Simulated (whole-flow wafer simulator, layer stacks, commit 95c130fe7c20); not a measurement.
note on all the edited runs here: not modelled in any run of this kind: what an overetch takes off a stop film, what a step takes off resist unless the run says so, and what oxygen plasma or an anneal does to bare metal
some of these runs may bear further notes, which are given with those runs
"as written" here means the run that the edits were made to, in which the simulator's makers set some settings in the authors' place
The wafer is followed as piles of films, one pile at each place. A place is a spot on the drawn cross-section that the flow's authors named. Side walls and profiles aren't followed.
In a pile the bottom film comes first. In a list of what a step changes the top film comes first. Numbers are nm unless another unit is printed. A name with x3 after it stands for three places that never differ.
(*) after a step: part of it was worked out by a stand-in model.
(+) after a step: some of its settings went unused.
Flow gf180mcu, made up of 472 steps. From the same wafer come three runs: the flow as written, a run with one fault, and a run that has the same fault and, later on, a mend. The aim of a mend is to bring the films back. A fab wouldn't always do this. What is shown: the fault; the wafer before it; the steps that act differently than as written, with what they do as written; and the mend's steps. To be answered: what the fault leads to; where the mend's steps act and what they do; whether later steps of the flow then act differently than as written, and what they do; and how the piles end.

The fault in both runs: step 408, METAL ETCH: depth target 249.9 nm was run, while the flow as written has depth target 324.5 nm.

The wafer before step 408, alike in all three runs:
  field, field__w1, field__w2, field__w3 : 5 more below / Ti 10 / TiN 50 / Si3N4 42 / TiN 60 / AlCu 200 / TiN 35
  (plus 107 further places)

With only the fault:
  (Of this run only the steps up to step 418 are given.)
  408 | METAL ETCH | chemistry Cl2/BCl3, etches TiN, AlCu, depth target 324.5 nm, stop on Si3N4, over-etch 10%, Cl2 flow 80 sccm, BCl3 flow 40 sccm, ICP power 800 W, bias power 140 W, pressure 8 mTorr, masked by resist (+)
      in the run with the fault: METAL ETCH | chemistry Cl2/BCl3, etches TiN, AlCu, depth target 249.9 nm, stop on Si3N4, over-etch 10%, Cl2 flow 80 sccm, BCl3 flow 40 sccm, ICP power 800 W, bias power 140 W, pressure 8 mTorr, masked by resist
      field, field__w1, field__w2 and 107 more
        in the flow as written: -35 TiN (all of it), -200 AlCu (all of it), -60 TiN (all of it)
        in the run with the fault: -35 TiN (all of it), -200 AlCu (all of it), -14.9 TiN
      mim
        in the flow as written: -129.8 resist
        in the run with the fault: -100 resist
  Later steps of the flow acting differently than as written (2 more steps, not shown, differ only slightly: by at most 2% or 0.5 nm, whichever is larger):
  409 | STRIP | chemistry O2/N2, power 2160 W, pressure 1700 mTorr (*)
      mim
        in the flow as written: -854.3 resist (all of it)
        in the run with the fault: -884.2 resist (all of it)
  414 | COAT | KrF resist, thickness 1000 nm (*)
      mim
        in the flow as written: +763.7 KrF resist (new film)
        in the run with the fault: +798.3 KrF resist (new film)
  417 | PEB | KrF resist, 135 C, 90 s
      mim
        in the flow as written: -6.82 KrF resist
        in the run with the fault: -7.37 KrF resist
  Once step 418 is done, the piles at field, field__w1, field__w2 and 109 more depart from the flow's by more than 2% or 0.5 nm, whichever is larger.
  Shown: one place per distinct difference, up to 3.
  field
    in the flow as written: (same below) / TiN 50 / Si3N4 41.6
    in the run with the fault: (same below) / TiN 50 / Si3N4 42 / TiN 44.7
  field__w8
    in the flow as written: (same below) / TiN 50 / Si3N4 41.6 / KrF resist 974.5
    in the run with the fault: (same below) / TiN 50 / Si3N4 42 / TiN 44.7 / KrF resist 974.5
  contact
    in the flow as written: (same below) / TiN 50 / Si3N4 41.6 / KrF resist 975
    in the run with the fault: (same below) / TiN 50 / Si3N4 42 / TiN 44.7 / KrF resist 974.9

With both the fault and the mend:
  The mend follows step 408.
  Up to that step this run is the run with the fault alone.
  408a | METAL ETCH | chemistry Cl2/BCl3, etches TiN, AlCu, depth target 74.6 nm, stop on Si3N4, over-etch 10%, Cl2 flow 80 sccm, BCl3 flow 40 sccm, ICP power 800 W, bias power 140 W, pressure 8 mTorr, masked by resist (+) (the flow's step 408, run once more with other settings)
      field, field__w1, field__w2 and 107 more
        -45.1 TiN (all of it)
      mim
        -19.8 resist
  Later steps of the flow that are run all act as written at every place that is followed, up to a difference of at most 2% or 0.5 nm, whichever is larger.
  At every place that both follow, the piles at the end match the flow's.
